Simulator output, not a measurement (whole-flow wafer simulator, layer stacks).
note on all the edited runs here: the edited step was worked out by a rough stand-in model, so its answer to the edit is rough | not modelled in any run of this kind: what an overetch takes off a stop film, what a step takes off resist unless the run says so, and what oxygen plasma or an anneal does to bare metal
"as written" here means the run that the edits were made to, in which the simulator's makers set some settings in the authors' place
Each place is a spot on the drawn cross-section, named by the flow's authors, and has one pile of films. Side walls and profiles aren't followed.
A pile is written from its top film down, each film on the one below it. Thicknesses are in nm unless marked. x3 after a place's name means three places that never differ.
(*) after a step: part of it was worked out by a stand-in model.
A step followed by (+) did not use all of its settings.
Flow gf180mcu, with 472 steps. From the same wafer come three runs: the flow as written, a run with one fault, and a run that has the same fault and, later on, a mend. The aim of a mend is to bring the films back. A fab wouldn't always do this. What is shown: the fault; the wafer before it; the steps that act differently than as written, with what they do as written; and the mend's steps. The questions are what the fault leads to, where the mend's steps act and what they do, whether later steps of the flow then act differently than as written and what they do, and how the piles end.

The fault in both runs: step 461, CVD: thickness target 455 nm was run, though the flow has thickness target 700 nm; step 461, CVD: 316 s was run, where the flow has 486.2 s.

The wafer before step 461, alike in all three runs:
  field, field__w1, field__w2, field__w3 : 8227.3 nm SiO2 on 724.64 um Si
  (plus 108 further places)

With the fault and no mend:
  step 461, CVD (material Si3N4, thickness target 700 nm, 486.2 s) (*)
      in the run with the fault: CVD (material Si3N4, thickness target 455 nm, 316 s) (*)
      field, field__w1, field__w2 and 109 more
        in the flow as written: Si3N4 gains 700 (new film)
        in the run with the fault: Si3N4 gains 455.1 (new film)
  Steps later in the flow that act otherwise than as written (not shown: 4 more steps that differ only slightly, by at most 2% or 0.5 nm, whichever is larger):
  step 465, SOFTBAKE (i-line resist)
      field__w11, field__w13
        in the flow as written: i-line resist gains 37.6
        in the run with the fault: i-line resist gains 36.4
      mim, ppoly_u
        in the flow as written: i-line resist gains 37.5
        in the run with the fault: i-line resist gains 36.3
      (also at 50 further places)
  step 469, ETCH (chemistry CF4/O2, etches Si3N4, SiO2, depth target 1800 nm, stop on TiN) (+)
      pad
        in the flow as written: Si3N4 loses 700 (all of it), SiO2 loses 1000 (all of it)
        in the run with the fault: Si3N4 loses 455.1 (all of it), SiO2 loses 1000 (all of it)
  By the end, the piles at field, field__w1, field__w2 and 108 more depart from the flow's by more than 2% or 0.5 nm, whichever is larger.
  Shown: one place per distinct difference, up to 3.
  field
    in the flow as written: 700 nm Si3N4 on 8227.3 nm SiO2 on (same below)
    in the run with the fault: 455.1 nm Si3N4 on 8227.3 nm SiO2 on (same below)
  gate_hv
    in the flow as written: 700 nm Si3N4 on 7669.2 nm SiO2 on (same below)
    in the run with the fault: 455.1 nm Si3N4 on 7669.2 nm SiO2 on (same below)
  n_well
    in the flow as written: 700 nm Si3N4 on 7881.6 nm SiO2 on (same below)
    in the run with the fault: 455.1 nm Si3N4 on 7881.6 nm SiO2 on (same below)

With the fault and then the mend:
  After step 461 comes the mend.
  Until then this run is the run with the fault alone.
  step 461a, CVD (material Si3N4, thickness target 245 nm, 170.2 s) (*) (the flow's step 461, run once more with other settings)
      field, field__w1, field__w2 and 109 more
        Si3N4 gains 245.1
  Later steps of the flow that are run all act as written at every place that is followed, up to a difference of at most 2% or 0.5 nm, whichever is larger.
  The piles end only slightly different from the flow's at the places that both follow, by no more than 2% or 0.5 nm, whichever is larger.
